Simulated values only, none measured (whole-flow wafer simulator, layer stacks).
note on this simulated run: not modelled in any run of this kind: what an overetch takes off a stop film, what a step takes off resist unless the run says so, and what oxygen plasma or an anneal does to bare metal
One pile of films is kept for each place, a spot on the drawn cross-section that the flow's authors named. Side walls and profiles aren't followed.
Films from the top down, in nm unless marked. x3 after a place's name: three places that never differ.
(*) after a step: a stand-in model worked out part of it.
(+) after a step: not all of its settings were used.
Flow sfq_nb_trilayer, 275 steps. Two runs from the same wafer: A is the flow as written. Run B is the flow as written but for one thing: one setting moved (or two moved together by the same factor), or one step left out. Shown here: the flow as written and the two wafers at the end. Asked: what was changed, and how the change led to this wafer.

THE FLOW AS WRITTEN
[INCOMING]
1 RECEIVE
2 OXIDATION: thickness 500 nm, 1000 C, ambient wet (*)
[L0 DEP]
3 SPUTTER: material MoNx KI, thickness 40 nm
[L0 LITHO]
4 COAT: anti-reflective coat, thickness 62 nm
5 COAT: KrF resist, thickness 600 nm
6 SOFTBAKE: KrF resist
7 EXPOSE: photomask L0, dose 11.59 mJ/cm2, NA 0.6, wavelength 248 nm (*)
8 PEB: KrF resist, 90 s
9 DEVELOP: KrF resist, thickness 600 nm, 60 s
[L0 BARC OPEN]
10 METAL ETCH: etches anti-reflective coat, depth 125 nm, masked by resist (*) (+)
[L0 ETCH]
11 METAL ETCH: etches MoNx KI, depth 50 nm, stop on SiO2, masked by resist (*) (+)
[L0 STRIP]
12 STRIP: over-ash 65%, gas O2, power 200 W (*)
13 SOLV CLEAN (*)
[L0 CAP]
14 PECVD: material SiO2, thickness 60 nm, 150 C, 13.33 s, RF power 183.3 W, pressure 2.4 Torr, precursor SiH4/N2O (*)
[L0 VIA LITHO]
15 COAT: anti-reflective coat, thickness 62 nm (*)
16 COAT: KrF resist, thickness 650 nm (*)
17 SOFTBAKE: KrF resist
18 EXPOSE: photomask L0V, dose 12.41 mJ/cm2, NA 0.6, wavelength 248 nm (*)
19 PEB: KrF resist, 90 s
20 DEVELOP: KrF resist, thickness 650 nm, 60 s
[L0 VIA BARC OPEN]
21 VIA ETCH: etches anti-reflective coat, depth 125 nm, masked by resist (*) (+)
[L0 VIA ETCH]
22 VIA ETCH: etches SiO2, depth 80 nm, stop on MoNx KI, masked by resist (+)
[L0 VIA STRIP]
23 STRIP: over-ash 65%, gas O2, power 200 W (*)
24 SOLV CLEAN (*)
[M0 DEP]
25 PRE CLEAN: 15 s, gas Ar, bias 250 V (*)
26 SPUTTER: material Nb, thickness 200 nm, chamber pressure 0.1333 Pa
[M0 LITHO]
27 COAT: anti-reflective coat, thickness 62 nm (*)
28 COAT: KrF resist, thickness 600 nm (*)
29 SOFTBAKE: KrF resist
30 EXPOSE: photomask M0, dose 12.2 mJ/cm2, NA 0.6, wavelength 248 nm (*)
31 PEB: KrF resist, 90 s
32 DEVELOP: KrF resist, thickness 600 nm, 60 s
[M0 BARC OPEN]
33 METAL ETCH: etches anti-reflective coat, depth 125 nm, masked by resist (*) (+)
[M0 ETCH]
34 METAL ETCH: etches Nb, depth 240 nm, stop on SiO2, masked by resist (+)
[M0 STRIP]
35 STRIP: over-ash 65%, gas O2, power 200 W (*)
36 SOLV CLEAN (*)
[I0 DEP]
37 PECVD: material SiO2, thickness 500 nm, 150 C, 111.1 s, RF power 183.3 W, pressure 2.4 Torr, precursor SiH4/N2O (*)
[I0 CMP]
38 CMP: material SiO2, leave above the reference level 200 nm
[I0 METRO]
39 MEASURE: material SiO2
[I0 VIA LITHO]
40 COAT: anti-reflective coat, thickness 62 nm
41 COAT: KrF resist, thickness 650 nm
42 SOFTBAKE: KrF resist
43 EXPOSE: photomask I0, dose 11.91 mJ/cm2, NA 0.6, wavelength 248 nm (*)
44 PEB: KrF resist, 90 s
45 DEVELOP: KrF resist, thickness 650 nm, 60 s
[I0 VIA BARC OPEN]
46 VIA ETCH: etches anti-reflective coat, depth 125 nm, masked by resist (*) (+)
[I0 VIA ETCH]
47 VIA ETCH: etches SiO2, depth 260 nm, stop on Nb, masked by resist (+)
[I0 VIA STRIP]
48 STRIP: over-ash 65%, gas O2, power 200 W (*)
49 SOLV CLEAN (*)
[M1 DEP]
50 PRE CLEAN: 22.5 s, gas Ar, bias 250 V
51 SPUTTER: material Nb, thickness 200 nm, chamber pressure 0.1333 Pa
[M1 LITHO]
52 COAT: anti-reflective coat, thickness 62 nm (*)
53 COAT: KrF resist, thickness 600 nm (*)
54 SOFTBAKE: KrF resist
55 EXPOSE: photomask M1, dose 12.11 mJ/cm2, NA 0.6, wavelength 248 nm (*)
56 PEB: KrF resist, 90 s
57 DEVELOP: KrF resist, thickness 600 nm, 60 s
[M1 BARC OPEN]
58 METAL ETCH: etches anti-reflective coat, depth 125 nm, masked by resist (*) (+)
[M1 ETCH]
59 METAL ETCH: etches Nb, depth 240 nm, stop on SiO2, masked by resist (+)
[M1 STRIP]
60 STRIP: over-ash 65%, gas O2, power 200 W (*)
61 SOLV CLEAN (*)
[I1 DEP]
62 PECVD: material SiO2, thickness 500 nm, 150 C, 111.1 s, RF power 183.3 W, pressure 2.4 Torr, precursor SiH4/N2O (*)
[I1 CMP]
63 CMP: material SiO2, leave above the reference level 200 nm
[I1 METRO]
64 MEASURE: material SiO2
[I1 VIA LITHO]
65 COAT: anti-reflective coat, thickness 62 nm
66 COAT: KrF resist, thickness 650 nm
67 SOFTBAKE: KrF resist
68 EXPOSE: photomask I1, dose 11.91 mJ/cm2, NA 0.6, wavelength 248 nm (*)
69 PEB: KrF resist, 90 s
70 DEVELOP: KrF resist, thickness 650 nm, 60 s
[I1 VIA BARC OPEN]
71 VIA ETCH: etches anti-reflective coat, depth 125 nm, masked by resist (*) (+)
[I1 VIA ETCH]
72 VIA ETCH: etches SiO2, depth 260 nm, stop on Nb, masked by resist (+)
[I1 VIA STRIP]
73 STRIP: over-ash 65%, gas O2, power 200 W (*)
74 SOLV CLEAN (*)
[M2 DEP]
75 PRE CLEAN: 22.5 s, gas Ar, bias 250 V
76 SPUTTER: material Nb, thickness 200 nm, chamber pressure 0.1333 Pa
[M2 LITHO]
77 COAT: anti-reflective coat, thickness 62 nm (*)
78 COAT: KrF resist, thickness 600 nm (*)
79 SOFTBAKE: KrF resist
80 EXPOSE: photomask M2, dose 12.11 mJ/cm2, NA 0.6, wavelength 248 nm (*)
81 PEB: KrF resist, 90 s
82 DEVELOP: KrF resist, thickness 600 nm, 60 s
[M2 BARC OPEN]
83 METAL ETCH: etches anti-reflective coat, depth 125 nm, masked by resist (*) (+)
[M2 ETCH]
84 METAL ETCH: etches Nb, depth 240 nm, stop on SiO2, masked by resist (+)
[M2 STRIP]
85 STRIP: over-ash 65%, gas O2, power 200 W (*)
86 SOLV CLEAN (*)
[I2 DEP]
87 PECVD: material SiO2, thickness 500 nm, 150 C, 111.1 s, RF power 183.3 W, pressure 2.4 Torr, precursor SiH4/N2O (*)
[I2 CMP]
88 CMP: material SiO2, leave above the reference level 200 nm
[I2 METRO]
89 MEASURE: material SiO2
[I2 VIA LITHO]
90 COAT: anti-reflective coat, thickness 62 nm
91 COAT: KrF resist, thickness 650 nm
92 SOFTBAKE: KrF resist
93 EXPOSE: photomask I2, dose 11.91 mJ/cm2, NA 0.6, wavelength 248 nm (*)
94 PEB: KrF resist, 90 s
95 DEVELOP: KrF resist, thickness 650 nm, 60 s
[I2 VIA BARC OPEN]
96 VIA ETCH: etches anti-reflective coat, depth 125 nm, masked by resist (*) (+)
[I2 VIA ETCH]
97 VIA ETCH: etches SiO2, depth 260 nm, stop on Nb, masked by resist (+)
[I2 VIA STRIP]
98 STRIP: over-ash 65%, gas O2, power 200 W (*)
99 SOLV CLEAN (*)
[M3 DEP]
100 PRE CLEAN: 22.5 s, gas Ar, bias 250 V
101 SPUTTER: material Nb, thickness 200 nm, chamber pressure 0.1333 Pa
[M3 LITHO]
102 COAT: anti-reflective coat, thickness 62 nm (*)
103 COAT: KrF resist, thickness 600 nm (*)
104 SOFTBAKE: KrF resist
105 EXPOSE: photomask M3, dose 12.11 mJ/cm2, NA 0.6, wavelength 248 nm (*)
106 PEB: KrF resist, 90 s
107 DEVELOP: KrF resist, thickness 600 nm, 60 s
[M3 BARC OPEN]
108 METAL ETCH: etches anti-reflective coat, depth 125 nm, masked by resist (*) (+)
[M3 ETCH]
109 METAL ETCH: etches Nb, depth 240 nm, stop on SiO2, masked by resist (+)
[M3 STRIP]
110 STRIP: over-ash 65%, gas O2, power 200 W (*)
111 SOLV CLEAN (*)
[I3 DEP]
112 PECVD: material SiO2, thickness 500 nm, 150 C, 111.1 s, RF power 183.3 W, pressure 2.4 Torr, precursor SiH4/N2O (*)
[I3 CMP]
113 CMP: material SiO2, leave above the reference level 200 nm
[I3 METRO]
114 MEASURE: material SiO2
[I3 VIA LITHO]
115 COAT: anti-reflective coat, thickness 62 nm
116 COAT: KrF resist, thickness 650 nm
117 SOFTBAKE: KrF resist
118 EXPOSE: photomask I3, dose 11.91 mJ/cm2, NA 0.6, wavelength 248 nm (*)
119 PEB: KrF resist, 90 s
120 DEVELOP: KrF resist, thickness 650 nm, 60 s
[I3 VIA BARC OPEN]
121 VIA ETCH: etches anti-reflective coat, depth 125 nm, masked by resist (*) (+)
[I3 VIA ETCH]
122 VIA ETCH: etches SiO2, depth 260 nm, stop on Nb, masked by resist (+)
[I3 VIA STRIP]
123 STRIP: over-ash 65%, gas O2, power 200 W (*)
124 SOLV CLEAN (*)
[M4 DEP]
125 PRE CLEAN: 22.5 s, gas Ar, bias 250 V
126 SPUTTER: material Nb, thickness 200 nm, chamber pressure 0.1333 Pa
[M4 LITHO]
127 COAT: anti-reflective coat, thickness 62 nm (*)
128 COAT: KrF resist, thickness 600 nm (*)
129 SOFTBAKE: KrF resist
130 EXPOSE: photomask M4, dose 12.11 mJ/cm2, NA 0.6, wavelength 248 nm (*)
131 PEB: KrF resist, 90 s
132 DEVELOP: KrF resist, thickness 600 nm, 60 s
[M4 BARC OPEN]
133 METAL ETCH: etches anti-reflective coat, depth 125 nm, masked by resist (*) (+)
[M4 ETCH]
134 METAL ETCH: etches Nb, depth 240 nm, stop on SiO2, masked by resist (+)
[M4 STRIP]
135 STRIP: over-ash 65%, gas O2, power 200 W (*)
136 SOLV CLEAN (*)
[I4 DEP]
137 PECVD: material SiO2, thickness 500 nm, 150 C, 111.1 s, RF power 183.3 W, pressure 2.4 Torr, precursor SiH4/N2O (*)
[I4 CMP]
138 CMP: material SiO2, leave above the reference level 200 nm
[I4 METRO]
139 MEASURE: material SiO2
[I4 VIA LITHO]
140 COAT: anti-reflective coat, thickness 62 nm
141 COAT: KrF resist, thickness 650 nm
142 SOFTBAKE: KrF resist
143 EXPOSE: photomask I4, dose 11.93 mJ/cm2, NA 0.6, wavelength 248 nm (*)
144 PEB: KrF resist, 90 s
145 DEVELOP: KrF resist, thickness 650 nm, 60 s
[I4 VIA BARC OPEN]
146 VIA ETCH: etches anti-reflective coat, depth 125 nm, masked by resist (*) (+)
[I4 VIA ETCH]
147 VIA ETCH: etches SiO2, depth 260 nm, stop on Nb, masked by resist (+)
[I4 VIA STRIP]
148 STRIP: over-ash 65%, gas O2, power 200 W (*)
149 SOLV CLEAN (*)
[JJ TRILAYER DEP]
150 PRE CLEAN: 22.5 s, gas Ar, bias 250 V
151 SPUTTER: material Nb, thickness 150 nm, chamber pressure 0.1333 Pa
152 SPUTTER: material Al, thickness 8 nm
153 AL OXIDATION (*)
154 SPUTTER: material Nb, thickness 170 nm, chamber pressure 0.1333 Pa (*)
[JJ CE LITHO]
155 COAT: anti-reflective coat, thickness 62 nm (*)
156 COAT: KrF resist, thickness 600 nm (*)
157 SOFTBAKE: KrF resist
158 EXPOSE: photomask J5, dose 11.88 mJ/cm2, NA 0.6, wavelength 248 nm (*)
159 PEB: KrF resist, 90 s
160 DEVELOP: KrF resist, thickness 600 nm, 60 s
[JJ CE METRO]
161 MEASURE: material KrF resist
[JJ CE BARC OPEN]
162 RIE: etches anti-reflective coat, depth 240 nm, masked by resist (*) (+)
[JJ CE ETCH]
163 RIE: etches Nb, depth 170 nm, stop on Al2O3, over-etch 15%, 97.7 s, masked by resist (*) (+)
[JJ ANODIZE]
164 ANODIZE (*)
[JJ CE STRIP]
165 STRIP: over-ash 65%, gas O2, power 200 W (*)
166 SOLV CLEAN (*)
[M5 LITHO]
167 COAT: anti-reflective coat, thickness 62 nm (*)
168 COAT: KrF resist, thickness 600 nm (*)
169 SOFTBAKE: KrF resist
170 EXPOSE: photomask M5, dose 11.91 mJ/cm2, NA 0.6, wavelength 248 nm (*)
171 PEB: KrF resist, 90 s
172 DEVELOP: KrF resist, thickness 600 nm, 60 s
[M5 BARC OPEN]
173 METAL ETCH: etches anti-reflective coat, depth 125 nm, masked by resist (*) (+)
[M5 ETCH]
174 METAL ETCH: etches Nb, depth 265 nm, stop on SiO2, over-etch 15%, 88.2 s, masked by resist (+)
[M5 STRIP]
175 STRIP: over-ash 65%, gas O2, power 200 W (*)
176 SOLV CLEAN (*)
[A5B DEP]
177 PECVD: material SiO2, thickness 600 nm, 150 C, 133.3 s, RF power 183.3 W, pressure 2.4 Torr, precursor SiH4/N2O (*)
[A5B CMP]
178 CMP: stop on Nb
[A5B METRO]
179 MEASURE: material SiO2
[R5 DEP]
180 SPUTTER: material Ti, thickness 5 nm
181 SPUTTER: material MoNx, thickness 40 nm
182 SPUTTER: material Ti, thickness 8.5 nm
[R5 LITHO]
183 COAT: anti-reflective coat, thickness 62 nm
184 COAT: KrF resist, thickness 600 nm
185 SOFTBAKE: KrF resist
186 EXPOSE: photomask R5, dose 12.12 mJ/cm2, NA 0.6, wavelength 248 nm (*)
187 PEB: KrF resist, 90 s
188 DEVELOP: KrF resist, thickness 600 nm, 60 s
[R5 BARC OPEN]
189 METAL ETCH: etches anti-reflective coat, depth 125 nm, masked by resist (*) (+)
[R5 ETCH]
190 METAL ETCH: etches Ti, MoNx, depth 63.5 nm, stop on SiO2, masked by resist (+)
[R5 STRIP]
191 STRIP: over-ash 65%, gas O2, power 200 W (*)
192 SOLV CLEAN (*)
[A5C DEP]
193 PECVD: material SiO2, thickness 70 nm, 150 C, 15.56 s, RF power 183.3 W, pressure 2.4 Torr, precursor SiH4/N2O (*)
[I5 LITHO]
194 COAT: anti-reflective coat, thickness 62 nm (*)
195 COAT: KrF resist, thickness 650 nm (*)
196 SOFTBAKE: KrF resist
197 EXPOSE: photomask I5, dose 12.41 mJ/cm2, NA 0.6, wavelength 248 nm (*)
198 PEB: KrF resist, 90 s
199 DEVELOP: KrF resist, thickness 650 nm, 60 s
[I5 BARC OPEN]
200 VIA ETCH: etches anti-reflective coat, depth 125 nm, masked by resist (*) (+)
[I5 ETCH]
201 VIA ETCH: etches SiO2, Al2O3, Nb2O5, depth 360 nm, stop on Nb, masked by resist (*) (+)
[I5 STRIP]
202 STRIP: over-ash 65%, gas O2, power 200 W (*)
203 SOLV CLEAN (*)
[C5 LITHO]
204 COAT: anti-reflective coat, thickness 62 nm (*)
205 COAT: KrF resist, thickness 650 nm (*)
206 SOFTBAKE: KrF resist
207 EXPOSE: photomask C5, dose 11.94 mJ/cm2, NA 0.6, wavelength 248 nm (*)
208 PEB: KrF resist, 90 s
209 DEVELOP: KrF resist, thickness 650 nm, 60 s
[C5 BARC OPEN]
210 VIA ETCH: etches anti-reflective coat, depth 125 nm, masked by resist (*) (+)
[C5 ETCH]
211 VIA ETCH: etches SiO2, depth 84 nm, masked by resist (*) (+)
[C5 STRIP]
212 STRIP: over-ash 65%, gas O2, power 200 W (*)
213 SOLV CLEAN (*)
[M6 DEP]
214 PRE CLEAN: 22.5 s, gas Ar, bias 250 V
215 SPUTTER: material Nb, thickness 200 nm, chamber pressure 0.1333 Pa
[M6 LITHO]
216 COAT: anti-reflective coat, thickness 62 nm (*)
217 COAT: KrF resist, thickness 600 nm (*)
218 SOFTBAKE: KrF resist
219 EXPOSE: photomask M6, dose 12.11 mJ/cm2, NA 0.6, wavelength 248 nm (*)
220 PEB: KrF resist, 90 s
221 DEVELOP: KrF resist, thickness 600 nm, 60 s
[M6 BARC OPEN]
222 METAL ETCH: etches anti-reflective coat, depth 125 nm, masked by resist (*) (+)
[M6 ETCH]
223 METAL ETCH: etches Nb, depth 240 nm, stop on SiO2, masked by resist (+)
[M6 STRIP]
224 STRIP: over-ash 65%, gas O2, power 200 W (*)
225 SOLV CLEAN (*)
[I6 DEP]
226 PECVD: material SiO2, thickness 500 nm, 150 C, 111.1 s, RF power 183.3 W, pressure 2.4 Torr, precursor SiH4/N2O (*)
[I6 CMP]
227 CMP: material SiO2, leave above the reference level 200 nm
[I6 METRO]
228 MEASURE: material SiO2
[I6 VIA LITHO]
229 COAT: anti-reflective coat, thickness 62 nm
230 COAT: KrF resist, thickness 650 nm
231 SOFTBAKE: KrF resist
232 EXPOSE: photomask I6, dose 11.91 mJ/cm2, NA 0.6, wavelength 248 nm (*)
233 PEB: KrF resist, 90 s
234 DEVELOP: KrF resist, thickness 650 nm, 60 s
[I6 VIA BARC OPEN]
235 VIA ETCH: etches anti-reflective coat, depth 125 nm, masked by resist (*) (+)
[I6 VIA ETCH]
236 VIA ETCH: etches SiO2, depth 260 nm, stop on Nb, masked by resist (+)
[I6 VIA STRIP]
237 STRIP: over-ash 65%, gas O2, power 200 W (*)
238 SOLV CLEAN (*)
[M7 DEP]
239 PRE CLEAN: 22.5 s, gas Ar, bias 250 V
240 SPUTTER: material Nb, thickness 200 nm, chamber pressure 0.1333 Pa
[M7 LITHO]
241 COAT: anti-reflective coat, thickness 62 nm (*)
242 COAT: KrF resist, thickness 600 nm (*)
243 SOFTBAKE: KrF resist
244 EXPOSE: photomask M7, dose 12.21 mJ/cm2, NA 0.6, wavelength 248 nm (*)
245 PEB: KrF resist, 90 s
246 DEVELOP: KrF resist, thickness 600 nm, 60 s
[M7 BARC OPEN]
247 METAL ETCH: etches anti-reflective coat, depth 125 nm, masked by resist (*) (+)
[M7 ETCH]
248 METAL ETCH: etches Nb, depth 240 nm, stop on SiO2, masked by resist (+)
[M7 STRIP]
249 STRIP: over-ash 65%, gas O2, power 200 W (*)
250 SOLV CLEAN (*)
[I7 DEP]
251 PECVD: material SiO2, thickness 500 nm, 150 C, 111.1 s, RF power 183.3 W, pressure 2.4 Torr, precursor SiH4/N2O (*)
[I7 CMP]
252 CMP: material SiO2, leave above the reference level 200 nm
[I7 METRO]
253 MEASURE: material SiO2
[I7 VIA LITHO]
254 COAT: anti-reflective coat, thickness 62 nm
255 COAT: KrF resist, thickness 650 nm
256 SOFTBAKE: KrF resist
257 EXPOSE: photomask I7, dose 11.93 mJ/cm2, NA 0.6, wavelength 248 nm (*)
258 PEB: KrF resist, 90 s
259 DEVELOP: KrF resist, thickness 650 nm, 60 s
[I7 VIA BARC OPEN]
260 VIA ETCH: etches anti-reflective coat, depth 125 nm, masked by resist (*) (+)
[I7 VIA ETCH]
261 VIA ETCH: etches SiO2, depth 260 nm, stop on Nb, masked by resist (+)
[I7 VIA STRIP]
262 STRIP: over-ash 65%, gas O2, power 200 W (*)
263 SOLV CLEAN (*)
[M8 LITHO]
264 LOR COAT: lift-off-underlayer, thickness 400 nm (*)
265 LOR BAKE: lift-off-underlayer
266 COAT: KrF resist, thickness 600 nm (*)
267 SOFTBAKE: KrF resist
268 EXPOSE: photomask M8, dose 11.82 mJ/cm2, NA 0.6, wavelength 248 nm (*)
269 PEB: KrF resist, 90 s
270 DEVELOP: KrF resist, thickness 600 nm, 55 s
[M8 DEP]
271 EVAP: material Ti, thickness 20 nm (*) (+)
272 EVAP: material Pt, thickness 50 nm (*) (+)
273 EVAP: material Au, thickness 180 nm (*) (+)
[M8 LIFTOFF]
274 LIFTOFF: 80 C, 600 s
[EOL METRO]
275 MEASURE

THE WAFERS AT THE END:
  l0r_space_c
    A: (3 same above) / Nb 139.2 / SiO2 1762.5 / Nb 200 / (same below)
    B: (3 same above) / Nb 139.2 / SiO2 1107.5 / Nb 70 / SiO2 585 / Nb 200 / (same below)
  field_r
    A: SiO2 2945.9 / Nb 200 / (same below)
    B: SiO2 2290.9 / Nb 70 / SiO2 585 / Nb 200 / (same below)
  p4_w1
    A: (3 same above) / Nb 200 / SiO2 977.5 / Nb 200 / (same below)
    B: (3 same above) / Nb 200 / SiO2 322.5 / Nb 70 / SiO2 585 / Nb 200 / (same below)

The cause: step 84, METAL ETCH: depth 130 nm was run, where the flow has depth 240 nm.

How the change led to this, step by step:
  84 METAL ETCH: etches Nb, depth 240 nm, stop on SiO2, masked by resist (+)
      field_l, be, be_sur and 81 more: A Nb -200 (all of it) | B Nb -130
      v_sur, via_wl, via_w and 19 more: A KrF resist -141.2 | B KrF resist -76.5
  85 STRIP: over-ash 65%, gas O2, power 200 W (*)
      wl_j_sl, wl_jj, wl_j_sr and 12 more: A KrF resist -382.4 (all of it), anti-reflective coat -62 (all of it) | B KrF resist -447.1 (all of it), anti-reflective coat -62 (all of it)
      v_sur: A KrF resist -380 (all of it), anti-reflective coat -61.4 (all of it) | B KrF resist -444.7 (all of it), anti-reflective coat -61.4 (all of it)
      (and at 6 more places)
  87 PECVD: material SiO2, thickness 500 nm, 150 C, 111.1 s, RF power 183.3 W, pressure 2.4 Torr, precursor SiH4/N2O (*)
      field_l, be, be_sur and 81 more: A SiO2 +500 | B SiO2 +500 (new film)
  88 CMP: material SiO2, leave above the reference level 200 nm
      field_l, be, be_sur and 81 more: A SiO2 -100 | B SiO2 -170
Counting metal films that touch as one body, l0r_space_c has 3 bodies (between them, from the top down: SiO2 1107.5; SiO2 585); the flow as written gives 2 bodies (between them, from the top down: SiO2 1762.5).
Counting metal films that touch as one body, field_r has 2 bodies (between them, from the top down: SiO2 585); the flow as written gives 1 body.
Counting metal films that touch as one body, p4_w1 has 4 bodies (between them, from the top down: SiO2 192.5; SiO2 322.5; SiO2 585); the flow as written gives 3 bodies (between them, from the top down: SiO2 192.5; SiO2 977.5).
